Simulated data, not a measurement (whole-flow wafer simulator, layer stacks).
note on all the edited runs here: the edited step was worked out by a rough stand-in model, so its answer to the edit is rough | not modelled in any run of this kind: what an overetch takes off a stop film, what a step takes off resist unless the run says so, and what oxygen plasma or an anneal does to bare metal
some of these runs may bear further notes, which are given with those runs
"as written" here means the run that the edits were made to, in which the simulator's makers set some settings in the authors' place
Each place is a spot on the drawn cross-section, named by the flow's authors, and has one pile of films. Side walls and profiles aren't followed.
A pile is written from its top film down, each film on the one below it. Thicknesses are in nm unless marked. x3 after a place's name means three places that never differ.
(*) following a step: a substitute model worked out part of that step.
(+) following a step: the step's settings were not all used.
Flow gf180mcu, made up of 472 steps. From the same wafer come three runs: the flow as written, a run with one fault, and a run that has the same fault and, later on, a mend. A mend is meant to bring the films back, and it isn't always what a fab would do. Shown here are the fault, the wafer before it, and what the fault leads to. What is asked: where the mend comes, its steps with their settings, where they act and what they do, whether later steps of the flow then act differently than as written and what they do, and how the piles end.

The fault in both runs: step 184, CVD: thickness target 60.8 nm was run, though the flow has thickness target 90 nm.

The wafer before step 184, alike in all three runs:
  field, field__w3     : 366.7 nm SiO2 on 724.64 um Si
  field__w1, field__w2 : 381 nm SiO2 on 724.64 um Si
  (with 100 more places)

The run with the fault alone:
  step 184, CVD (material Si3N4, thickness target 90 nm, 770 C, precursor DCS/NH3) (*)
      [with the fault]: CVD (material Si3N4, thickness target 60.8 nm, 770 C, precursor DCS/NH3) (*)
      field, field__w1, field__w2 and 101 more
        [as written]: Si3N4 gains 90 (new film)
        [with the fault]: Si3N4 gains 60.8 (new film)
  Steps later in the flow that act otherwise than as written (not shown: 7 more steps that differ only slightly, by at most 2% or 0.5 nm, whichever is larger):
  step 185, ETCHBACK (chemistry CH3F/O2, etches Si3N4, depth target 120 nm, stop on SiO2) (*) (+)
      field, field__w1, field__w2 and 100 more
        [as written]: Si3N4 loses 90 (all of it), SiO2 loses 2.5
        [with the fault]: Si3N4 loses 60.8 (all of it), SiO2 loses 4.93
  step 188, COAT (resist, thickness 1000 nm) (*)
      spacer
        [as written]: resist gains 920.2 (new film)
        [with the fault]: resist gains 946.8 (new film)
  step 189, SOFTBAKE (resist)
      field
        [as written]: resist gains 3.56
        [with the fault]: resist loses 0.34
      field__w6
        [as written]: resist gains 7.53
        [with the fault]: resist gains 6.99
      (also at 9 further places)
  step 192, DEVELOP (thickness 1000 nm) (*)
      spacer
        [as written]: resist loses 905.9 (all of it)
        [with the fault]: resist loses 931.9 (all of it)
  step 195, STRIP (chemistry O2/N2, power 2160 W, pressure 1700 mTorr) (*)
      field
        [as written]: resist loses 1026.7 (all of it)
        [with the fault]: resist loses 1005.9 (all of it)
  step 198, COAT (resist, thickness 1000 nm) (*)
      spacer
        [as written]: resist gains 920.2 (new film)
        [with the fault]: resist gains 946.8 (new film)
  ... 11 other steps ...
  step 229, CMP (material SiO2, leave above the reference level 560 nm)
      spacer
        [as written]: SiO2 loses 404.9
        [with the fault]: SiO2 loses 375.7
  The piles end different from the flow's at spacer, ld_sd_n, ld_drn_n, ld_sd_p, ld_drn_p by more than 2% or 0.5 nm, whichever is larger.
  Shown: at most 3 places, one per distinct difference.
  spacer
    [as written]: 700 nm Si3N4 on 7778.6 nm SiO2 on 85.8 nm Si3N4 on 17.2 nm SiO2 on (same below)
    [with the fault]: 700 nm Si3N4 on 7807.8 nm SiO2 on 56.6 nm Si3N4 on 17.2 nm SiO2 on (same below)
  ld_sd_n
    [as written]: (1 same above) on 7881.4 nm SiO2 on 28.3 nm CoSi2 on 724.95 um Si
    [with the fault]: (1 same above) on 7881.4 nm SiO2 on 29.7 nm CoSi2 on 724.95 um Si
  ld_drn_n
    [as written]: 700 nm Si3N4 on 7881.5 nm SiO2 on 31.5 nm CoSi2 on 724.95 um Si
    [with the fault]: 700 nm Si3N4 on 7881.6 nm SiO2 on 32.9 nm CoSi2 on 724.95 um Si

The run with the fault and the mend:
  After step 184 comes the mend.
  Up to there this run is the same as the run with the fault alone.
  step 184a, CVD (material Si3N4, thickness target 29.2 nm, 770 C, precursor DCS/NH3) (*) (the flow's step 184, run once more with other settings)
      field, field__w1, field__w2 and 101 more
        Si3N4 gains 29.2
  None of the later steps of the flow differs from how it acts as written, at any place that is followed, by more than 2% or 0.5 nm, whichever is larger.
  By the end, the piles equal the flow's at every place that both follow.
